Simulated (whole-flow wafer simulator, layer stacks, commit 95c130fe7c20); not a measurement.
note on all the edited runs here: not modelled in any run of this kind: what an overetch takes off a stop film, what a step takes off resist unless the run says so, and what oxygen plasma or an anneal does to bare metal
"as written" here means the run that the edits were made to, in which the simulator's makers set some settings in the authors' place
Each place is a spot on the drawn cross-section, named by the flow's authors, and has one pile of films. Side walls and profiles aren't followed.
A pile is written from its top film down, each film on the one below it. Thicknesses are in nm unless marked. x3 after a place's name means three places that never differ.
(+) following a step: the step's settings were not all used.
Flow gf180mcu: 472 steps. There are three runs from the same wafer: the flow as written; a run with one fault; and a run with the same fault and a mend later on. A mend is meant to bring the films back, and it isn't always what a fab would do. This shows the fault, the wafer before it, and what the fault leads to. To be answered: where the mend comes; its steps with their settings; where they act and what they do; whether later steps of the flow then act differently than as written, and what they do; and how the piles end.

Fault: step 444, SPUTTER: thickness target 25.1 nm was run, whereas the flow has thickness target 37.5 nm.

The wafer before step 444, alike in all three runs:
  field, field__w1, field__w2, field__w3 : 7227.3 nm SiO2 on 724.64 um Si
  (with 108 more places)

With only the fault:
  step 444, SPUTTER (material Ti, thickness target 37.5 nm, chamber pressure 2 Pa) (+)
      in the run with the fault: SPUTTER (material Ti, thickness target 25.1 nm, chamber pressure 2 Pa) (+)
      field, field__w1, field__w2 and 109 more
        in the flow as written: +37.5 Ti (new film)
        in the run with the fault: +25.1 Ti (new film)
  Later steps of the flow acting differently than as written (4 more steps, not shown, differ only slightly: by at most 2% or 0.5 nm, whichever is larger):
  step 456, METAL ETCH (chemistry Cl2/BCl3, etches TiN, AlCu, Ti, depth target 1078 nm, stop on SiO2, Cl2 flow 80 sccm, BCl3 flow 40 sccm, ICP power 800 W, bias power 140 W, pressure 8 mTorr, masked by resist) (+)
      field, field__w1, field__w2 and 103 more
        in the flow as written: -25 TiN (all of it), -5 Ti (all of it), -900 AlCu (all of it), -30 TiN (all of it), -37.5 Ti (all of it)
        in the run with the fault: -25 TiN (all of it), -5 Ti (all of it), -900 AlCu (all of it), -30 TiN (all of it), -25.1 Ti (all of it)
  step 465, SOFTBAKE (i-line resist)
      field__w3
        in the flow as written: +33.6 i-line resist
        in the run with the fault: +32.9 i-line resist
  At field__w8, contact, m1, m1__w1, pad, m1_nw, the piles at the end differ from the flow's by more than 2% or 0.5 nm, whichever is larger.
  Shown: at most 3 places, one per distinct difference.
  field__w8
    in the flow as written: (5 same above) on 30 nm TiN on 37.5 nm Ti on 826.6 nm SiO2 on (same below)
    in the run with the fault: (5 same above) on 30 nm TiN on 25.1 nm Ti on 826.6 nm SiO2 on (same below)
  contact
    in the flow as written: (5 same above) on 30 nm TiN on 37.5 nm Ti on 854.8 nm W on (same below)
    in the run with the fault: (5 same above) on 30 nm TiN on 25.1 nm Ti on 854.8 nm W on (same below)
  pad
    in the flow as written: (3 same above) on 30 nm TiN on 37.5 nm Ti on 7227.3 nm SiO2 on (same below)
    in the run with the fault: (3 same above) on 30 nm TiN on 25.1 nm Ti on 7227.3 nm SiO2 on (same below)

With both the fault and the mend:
  The mend follows step 444.
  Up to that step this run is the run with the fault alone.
  step 444a, SPUTTER (material Ti, thickness target 12.4 nm, chamber pressure 2 Pa) (+) (a further turn of the flow's step 444, with different settings)
      field, field__w1, field__w2 and 109 more
        +12.4 Ti
  Later steps of the flow that are run all act as written at every place that is followed.
  The piles end the same as the flow's at every place that both follow.
